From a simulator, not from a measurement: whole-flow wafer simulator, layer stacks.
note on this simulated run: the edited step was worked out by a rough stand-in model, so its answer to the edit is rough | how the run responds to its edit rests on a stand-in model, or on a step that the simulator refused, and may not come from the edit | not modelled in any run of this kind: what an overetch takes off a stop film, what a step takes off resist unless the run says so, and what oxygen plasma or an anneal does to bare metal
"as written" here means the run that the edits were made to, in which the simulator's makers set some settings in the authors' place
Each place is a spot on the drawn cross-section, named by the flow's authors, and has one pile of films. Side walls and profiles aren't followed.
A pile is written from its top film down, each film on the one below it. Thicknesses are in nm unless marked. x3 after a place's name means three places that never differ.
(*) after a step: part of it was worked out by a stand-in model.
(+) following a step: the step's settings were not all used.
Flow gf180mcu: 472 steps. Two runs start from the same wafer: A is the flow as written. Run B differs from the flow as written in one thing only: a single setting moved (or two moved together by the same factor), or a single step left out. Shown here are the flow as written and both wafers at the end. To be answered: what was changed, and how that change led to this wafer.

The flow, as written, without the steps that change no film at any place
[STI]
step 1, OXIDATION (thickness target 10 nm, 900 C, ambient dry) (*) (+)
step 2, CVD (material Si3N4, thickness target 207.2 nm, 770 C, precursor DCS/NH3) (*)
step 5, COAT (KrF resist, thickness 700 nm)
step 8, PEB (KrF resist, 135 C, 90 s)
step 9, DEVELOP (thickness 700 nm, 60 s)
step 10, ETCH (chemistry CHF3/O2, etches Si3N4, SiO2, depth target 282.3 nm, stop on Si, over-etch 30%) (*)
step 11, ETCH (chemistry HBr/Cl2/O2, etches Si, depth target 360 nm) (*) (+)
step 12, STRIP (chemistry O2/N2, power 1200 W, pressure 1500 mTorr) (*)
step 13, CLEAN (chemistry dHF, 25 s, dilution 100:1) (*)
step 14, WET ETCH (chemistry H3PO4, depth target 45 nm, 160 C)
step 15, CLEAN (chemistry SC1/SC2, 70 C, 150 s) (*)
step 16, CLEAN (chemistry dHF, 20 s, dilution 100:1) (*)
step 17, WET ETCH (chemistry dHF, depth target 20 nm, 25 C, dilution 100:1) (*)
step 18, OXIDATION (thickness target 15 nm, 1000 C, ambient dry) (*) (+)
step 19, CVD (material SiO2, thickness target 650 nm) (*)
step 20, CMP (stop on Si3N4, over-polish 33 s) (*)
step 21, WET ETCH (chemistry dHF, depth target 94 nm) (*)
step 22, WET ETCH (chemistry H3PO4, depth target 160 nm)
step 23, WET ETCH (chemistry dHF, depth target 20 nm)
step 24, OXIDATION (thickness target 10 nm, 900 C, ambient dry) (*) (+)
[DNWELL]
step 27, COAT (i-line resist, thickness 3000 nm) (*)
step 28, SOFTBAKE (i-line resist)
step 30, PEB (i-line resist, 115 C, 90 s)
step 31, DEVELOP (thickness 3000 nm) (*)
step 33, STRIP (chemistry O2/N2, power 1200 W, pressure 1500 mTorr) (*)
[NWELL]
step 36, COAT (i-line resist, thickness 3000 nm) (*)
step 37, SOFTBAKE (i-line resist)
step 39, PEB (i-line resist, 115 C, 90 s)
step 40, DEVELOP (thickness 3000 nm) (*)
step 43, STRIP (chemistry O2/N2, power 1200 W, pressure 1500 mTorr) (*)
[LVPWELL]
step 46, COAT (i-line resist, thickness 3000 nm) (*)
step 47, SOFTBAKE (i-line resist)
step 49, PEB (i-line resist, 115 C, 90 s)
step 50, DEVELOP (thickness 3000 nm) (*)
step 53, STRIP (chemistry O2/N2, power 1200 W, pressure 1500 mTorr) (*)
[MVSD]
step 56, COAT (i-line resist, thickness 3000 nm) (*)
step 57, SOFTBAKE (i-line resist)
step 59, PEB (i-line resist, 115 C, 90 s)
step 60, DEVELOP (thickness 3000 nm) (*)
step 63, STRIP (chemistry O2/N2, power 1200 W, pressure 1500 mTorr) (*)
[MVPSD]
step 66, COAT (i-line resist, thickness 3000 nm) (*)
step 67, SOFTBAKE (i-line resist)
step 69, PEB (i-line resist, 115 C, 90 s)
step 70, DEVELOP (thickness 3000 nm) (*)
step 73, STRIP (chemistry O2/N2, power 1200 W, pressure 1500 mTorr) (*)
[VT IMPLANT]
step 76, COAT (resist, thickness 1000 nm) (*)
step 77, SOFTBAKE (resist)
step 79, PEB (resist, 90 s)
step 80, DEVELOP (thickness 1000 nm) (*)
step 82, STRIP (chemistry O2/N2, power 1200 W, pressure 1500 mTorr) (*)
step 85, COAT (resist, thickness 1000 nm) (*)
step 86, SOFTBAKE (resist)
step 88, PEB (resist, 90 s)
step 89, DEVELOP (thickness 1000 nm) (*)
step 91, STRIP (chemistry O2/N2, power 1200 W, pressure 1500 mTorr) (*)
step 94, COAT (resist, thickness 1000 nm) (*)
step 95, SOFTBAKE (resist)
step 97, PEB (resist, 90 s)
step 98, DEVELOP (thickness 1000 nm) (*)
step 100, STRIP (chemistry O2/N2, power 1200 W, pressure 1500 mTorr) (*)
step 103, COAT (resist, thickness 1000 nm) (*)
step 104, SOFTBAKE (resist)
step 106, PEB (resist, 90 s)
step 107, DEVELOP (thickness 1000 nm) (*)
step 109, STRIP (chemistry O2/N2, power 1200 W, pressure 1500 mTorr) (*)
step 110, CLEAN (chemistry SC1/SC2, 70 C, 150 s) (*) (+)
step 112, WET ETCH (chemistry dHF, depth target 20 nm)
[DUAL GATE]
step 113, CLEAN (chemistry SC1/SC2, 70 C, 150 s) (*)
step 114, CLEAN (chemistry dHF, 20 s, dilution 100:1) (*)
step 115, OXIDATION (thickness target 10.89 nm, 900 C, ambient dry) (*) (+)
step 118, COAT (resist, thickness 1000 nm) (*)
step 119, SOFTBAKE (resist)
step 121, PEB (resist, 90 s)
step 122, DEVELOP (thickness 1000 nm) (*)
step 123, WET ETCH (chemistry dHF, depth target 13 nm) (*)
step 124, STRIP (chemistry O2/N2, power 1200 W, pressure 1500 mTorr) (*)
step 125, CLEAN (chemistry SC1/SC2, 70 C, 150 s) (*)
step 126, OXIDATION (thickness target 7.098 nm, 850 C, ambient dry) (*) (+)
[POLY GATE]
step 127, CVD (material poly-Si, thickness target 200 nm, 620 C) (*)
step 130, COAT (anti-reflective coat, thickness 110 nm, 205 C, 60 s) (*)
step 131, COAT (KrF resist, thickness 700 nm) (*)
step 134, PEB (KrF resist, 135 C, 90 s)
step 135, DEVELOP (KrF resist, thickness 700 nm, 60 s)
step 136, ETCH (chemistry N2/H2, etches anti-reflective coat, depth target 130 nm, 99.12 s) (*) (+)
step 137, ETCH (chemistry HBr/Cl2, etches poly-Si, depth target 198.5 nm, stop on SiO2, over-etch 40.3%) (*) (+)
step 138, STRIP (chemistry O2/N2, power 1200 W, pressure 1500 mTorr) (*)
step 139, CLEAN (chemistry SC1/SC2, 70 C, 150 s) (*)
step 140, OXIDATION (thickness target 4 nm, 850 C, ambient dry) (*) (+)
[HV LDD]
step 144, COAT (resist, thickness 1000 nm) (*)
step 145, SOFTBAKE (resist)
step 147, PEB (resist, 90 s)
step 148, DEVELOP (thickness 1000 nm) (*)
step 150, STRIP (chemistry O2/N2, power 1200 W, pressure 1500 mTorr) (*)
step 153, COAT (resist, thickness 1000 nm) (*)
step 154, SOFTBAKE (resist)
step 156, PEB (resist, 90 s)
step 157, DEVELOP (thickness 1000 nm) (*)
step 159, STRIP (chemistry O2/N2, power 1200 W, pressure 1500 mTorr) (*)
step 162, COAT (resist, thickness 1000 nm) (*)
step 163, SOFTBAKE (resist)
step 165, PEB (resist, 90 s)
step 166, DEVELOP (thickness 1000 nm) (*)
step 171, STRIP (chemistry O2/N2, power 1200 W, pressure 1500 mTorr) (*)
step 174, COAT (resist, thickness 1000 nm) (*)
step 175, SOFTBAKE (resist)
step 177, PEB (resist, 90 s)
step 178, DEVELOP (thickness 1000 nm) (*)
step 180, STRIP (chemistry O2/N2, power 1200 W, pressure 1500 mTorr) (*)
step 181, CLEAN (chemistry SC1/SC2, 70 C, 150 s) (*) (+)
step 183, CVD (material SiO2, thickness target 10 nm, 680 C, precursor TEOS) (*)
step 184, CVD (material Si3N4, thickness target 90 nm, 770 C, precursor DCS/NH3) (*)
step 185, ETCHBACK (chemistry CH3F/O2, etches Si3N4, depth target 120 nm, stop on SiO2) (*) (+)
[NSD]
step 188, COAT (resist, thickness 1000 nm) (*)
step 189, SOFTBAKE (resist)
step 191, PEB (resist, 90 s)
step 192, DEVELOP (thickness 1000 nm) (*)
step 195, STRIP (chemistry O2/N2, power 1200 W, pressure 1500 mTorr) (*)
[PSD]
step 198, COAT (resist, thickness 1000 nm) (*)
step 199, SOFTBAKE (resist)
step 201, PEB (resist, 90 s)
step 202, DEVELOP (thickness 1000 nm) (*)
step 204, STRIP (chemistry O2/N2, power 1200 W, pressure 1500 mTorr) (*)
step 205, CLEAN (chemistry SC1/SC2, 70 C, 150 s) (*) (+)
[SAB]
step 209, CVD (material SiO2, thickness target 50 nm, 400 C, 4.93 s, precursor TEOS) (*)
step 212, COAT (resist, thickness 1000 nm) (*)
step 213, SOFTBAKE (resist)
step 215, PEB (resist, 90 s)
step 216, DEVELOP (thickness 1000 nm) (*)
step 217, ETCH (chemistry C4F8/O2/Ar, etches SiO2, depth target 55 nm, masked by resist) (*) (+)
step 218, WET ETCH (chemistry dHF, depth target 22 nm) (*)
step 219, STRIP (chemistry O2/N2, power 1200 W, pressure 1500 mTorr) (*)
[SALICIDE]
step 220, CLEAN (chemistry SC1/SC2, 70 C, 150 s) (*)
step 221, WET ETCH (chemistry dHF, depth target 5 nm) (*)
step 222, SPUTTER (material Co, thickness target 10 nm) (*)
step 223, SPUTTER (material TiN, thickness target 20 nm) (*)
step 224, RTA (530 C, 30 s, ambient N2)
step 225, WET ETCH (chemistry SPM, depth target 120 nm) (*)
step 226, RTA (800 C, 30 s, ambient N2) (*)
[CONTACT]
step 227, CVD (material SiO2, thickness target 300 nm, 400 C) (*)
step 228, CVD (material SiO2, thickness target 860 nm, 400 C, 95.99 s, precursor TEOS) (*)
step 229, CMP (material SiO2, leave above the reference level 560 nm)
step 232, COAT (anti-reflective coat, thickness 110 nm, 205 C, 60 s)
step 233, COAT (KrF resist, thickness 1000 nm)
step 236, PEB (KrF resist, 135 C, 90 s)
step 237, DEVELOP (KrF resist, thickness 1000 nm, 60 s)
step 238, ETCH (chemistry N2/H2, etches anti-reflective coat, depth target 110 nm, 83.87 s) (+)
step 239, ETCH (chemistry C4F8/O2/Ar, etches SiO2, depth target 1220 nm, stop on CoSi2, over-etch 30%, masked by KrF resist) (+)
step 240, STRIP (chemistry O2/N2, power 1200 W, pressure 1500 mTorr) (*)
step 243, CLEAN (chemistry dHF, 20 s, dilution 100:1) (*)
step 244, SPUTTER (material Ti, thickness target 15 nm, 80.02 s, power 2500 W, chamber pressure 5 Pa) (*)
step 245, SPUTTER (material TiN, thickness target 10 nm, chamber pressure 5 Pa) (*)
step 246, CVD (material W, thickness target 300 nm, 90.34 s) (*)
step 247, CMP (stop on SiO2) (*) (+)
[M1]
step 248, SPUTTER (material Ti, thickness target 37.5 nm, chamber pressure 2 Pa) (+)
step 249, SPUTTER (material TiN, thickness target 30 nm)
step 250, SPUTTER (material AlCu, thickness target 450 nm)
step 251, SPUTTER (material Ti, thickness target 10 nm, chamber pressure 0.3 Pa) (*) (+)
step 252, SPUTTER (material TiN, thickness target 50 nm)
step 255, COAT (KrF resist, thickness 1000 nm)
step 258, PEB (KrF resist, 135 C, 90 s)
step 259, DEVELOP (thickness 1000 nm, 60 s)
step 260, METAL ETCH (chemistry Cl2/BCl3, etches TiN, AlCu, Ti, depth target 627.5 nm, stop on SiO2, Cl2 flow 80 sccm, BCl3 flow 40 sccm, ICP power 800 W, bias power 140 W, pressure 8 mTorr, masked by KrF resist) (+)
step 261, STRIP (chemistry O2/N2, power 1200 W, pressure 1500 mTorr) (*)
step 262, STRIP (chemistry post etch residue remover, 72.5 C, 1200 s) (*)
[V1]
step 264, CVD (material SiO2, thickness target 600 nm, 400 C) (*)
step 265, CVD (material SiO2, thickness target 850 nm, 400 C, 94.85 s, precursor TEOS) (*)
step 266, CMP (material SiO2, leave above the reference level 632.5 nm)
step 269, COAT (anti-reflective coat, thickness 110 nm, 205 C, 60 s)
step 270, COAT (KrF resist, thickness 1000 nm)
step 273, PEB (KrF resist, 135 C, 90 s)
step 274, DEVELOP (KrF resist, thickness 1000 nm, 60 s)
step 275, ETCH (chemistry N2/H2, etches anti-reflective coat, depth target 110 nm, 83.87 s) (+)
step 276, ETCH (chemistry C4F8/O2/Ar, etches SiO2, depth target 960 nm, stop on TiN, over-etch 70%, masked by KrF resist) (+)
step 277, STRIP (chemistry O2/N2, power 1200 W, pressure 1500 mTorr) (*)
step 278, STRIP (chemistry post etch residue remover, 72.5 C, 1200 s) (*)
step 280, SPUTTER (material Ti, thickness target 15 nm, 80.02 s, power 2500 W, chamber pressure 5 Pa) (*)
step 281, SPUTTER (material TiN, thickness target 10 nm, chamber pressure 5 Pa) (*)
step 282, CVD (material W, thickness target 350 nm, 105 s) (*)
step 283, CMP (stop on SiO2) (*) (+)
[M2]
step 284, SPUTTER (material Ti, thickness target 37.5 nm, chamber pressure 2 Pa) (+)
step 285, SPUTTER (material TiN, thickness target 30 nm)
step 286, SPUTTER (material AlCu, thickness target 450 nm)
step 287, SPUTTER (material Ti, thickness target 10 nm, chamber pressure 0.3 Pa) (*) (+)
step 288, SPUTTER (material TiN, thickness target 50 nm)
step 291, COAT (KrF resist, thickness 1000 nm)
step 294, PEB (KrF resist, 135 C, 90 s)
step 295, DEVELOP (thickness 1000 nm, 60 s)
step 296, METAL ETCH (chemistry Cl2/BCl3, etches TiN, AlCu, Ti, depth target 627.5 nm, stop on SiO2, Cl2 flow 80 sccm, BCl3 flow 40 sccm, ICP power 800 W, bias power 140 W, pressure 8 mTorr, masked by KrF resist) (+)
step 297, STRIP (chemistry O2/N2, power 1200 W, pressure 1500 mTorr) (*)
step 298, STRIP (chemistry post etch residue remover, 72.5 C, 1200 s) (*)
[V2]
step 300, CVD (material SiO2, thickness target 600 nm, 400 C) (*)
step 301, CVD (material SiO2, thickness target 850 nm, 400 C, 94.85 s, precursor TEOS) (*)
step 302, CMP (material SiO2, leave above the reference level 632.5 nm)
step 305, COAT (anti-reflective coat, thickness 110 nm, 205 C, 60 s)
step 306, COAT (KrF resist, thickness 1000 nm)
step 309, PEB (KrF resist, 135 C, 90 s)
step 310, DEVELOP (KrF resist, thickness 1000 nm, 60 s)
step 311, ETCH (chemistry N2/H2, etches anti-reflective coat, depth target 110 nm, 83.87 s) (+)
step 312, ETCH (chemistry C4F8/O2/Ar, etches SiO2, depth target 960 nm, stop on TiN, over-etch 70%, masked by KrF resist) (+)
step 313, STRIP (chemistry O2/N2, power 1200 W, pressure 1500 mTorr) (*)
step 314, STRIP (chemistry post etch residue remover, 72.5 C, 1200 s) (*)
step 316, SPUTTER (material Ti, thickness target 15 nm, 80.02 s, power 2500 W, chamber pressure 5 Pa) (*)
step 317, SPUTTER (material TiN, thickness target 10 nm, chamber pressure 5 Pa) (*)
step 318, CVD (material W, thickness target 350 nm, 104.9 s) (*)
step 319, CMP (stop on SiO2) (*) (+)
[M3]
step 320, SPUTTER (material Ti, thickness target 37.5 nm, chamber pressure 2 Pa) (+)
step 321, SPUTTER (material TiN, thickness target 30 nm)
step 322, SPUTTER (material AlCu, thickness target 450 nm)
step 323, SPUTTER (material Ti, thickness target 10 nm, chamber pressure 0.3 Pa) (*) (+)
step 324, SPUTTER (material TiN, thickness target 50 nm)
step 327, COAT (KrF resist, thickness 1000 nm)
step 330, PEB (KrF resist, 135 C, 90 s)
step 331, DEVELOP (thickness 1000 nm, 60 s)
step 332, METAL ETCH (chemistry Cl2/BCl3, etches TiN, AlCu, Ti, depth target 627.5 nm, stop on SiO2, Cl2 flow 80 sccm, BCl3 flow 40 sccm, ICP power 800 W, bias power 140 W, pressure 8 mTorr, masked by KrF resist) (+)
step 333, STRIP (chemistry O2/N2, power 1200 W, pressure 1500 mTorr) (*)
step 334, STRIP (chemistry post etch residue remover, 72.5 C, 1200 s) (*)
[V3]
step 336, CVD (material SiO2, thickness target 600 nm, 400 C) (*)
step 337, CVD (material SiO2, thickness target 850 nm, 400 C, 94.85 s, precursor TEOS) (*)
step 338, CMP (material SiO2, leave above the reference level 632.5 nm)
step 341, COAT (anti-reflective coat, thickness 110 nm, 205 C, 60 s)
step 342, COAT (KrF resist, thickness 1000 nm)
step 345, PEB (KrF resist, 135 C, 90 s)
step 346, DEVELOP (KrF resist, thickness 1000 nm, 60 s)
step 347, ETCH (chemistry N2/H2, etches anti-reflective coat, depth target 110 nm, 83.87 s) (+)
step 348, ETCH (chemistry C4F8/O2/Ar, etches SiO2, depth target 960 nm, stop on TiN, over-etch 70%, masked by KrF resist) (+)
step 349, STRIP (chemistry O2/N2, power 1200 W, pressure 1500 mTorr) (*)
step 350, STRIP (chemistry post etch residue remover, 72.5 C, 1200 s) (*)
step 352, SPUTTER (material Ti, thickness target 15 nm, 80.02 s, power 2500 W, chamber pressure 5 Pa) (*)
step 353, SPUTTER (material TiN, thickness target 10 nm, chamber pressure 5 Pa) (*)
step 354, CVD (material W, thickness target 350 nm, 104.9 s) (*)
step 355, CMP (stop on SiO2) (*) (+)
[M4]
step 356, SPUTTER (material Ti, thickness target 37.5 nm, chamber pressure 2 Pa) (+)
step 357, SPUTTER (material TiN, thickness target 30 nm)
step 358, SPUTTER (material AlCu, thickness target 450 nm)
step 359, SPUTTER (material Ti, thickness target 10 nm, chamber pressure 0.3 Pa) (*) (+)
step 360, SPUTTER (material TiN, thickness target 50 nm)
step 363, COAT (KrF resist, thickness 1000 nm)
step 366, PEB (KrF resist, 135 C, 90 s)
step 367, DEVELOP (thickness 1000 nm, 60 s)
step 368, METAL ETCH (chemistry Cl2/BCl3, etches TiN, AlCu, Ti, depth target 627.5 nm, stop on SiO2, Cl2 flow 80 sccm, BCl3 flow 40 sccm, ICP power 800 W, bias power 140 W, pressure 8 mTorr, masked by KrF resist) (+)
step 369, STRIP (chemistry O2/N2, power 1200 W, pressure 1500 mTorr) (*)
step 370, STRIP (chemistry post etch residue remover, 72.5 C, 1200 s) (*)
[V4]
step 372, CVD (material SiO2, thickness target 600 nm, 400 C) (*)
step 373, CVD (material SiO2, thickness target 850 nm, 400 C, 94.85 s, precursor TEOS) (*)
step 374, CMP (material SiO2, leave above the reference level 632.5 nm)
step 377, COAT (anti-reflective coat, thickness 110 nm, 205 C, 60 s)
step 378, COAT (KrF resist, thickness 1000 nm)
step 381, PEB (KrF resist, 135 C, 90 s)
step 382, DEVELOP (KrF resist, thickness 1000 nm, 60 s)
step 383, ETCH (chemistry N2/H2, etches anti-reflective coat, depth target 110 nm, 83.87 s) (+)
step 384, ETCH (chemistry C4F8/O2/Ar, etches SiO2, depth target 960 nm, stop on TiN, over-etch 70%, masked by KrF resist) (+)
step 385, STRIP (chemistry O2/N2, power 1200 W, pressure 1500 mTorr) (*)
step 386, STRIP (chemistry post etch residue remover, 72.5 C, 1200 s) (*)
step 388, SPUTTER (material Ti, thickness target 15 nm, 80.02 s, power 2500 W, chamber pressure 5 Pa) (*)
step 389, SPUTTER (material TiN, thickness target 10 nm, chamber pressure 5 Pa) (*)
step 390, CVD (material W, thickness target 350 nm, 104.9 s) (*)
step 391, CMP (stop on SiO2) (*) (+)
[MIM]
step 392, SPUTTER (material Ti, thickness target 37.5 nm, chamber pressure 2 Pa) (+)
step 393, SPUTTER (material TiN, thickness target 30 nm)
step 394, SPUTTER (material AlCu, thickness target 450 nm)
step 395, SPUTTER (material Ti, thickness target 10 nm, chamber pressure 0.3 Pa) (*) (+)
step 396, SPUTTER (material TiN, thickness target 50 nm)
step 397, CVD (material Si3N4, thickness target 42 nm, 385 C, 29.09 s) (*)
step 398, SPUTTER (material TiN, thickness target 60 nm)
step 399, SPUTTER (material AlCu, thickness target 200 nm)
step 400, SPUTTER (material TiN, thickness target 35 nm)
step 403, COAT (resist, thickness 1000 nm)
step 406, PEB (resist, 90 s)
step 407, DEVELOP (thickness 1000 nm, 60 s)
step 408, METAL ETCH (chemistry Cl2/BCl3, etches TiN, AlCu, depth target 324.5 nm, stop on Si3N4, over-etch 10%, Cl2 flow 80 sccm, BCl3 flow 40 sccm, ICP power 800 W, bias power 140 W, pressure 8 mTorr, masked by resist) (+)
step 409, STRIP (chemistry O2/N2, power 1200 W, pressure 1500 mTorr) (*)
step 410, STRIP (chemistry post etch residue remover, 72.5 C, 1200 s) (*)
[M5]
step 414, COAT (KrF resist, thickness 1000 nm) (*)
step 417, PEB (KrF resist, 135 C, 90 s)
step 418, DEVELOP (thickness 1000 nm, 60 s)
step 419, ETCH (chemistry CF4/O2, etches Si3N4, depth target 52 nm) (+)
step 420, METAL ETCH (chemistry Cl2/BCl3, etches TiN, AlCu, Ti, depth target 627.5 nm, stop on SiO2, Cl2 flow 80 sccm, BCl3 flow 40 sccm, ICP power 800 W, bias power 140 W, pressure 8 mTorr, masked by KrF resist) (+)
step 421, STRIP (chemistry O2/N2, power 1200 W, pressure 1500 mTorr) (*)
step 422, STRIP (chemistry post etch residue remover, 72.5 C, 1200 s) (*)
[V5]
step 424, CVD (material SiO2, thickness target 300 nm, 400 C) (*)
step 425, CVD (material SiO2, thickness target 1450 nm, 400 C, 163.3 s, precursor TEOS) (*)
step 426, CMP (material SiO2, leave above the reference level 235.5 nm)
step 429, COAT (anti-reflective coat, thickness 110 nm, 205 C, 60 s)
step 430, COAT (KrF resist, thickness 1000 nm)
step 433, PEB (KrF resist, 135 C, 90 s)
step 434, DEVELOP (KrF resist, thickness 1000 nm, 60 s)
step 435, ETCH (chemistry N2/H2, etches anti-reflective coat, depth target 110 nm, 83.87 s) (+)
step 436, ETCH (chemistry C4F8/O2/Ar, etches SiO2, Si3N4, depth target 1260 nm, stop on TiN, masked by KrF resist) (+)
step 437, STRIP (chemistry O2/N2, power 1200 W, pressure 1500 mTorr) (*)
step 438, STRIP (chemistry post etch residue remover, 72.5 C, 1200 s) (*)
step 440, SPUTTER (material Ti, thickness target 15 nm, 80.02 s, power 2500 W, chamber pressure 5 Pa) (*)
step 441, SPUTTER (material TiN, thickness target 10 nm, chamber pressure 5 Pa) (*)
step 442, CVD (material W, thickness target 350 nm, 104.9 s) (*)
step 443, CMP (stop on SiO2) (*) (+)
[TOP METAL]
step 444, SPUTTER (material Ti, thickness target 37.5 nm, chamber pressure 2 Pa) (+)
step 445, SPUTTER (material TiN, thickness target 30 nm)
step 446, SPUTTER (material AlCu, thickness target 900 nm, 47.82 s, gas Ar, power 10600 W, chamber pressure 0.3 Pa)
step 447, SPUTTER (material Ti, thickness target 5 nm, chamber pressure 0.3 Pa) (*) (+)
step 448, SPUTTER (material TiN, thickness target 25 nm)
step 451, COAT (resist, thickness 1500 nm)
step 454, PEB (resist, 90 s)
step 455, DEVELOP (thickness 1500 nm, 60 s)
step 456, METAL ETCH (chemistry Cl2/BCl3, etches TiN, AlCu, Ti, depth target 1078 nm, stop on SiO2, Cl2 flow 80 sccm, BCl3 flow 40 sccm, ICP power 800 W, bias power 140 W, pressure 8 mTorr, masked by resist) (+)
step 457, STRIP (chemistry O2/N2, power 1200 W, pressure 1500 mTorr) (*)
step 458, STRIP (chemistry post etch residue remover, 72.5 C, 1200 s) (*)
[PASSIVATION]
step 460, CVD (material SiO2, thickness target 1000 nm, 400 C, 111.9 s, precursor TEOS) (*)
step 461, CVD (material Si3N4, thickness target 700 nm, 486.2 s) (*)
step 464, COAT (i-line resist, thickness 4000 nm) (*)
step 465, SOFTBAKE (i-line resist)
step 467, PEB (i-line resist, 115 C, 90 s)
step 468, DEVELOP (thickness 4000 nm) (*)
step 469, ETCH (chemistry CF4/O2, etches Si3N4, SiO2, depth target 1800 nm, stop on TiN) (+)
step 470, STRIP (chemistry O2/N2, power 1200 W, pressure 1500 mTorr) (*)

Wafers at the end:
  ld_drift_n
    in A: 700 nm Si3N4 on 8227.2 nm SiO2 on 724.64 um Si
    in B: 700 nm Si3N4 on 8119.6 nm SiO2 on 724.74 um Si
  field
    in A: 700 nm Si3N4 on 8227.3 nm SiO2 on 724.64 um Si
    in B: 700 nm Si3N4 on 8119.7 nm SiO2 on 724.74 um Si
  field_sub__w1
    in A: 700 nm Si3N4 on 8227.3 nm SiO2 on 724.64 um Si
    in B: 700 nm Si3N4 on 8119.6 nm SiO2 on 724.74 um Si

What caused this: step 11, ETCH: depth target 252 nm was run, though the flow has depth target 360 nm.

The path from the change to this, step by step:
  step 11, ETCH (chemistry HBr/Cl2/O2, etches Si, depth target 360 nm) (*) (+)
      active, n_well, p_well and 40 more: A -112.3 KrF resist | B -76.3 KrF resist
      field, field_sub, sti and 34 more: A -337 Si | B -229 Si
  step 12, STRIP (chemistry O2/N2, power 1200 W, pressure 1500 mTorr) (*)
      active, n_well, p_well and 40 more: A -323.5 KrF resist (all of it) | B -359.5 KrF resist (all of it)
  step 19, CVD (material SiO2, thickness target 650 nm) (*)
      m1, ld_fp_n, ld_drift_n and 8 more: A +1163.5 SiO2 | B +1055.5 SiO2
  step 20, CMP (stop on Si3N4, over-polish 33 s) (*)
      sti, mim_1p0, pad and 11 more: A -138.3 SiO2 | B -246.3 SiO2
      nw_enc_fld, nw_enc_fld_lv: A -142.4 SiO2 | B -250.3 SiO2
      (and at 10 other places as well)
  step 189, SOFTBAKE (resist)
      field__w9: A +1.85 resist | B -1.04 resist
  step 199, SOFTBAKE (resist)
      field__w9: A +1.85 resist | B -1.04 resist
